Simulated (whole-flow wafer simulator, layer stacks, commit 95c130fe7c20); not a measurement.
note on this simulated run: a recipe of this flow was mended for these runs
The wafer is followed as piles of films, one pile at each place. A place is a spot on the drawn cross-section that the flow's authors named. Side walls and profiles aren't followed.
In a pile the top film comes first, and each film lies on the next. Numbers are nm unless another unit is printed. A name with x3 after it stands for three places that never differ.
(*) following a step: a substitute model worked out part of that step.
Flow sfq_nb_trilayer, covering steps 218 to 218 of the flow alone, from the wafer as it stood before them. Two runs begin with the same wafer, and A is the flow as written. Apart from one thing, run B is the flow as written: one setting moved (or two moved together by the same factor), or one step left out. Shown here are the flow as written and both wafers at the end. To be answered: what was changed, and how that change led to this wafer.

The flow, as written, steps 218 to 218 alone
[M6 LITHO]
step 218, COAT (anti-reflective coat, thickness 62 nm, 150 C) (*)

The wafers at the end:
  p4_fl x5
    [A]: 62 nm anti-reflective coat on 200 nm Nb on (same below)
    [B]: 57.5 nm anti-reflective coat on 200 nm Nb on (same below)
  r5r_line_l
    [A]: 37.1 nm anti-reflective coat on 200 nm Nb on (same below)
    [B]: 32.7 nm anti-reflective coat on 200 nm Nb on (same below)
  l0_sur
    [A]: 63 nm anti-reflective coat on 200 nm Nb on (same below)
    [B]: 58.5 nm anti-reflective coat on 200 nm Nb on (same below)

The reason: step 218, COAT: thickness 57.5 nm was run, whereas the flow has thickness 62 nm.
The wafer itself shows it: p4_fl x5 has anti-reflective coat 57.5, and step 218 as written asks for 62 nm.

Step by step, how the change led to this:
  step 218, COAT (anti-reflective coat, thickness 62 nm, 150 C) (*)
      p4_fl x5, p4_w1 x9, p3_s0 x9 and 41 more: A anti-reflective coat gains 62 (new film) | B anti-reflective coat gains 57.5 (new film)
      r5r_line_l, r5r_line_c, r5r_line_r: A anti-reflective coat gains 37.1 (new film) | B anti-reflective coat gains 32.7 (new film)
      (also at 39 further places)
